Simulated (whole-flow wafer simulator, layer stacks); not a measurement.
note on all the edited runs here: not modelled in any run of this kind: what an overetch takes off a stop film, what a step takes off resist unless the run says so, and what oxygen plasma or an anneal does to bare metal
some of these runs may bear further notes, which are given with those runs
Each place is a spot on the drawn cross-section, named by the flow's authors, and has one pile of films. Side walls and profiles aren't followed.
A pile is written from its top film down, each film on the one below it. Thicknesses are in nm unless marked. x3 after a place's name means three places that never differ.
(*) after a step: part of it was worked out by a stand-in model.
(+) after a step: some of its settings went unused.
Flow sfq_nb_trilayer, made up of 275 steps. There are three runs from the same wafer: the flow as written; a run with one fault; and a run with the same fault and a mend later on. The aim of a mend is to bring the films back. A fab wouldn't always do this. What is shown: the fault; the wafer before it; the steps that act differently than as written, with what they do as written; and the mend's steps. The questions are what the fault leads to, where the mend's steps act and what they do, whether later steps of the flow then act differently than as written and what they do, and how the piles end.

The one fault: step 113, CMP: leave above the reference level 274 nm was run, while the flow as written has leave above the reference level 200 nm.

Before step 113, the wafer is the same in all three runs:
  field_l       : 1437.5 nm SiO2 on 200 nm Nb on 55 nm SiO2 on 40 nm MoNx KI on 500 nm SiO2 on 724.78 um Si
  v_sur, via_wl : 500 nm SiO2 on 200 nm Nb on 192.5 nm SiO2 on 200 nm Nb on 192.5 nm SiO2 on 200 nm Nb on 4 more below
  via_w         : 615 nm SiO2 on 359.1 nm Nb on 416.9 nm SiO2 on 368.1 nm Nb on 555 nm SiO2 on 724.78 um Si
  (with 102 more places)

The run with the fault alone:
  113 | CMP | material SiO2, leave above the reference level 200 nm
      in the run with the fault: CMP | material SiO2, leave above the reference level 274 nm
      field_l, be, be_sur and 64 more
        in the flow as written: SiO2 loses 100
        in the run with the fault: SiO2 loses 26
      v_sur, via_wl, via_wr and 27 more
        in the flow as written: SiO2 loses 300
        in the run with the fault: SiO2 loses 226
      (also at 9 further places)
  Steps later in the flow that act otherwise than as written (not shown: 4 more steps that differ only slightly, by at most 2% or 0.5 nm, whichever is larger):
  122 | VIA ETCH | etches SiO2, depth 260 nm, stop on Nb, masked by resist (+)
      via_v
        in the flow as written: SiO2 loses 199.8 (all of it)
        in the run with the fault: SiO2 loses 260
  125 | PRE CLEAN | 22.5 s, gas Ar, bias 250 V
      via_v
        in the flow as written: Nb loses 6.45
        in the run with the fault: SiO2 loses 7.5
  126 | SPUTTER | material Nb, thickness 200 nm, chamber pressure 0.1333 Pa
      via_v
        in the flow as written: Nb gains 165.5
        in the run with the fault: Nb gains 152.6 (new film)
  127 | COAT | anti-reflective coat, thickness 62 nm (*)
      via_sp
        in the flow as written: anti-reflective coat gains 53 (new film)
        in the run with the fault: anti-reflective coat gains 50.1 (new film)
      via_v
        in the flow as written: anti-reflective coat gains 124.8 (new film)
        in the run with the fault: anti-reflective coat gains 128.6 (new film)
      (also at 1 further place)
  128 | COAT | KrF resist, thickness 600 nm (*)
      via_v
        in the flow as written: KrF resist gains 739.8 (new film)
        in the run with the fault: KrF resist gains 797.5 (new film)
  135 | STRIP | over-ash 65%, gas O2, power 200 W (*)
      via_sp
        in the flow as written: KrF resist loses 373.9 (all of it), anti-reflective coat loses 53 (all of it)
        in the run with the fault: KrF resist loses 369.8 (all of it), anti-reflective coat loses 50.1 (all of it)
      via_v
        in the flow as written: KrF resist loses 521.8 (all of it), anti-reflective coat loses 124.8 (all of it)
        in the run with the fault: KrF resist loses 579.3 (all of it), anti-reflective coat loses 128.6 (all of it)
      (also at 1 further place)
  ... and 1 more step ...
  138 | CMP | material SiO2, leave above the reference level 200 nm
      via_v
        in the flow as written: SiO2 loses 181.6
        in the run with the fault: SiO2 loses 157.1
  The piles end different from the flow's at field_l, v_sur, via_wl and 103 more by more than 2% or 0.5 nm, whichever is larger.
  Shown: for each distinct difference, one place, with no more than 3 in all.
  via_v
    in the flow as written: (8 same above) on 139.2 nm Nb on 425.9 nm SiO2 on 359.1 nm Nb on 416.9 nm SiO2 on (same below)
    in the run with the fault: (8 same above) on 139.2 nm Nb on 500.1 nm SiO2 on 152.6 nm Nb on 6.34 nm SiO2 on 200 nm Nb on 416.9 nm SiO2 on (same below)
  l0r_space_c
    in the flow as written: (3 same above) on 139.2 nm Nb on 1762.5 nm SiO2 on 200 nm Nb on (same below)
    in the run with the fault: (3 same above) on 139.2 nm Nb on 1836.5 nm SiO2 on 200 nm Nb on (same below)
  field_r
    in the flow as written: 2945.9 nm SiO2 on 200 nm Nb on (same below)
    in the run with the fault: 3019.9 nm SiO2 on 200 nm Nb on (same below)

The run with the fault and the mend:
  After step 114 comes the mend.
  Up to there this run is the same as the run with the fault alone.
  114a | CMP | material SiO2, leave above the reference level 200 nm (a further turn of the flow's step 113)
      field_l, v_sur, via_wl and 103 more
        SiO2 loses 74
  Every later step of the flow that is run acts as written at every place that is followed.
  The piles end the same as the flow's at every place that both follow.
